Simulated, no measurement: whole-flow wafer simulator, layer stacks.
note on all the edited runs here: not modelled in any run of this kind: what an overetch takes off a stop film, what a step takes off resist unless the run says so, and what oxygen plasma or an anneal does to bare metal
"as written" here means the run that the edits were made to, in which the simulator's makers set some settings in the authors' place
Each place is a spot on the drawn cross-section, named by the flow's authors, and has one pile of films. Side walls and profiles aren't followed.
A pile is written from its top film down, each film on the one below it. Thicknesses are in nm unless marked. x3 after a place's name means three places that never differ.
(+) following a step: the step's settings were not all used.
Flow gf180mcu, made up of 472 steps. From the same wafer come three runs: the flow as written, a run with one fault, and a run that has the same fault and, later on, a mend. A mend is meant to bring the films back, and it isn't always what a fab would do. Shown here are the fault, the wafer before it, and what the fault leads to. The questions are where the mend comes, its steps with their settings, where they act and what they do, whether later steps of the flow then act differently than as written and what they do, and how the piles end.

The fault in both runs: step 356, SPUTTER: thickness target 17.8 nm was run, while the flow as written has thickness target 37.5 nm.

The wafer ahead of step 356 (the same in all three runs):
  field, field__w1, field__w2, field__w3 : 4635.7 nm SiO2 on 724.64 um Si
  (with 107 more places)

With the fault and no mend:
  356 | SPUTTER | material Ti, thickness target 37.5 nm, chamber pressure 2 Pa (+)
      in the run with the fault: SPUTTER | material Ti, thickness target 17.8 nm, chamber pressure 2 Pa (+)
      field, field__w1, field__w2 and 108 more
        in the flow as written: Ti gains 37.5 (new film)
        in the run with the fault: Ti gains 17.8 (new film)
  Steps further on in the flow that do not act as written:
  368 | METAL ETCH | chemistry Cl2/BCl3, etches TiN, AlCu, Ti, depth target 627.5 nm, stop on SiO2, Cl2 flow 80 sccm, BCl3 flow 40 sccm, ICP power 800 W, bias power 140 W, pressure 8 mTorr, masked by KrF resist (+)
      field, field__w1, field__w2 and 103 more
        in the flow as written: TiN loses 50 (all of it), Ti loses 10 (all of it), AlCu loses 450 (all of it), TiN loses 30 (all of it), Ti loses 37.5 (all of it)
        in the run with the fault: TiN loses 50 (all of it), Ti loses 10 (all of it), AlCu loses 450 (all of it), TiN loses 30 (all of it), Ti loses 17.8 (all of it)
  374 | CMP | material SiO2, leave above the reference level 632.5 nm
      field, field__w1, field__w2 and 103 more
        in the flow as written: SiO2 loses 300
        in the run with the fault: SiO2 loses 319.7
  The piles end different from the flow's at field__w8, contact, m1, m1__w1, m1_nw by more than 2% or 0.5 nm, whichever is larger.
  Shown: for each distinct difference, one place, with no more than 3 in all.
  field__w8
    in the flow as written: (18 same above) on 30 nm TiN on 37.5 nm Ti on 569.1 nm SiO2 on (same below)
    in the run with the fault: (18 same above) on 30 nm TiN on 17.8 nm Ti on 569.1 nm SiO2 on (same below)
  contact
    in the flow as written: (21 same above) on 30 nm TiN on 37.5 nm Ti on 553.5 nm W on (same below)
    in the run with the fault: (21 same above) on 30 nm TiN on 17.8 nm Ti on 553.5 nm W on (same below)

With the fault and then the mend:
  After step 356 comes the mend.
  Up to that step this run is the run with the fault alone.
  356a | SPUTTER | material Ti, thickness target 19.7 nm, chamber pressure 2 Pa (+) (the flow's step 356 again, with other settings)
      field, field__w1, field__w2 and 108 more
        Ti gains 19.7
  None of the later steps of the flow acts differently than as written at any place that is followed.
  By the end, the piles equal the flow's at every place that both follow.
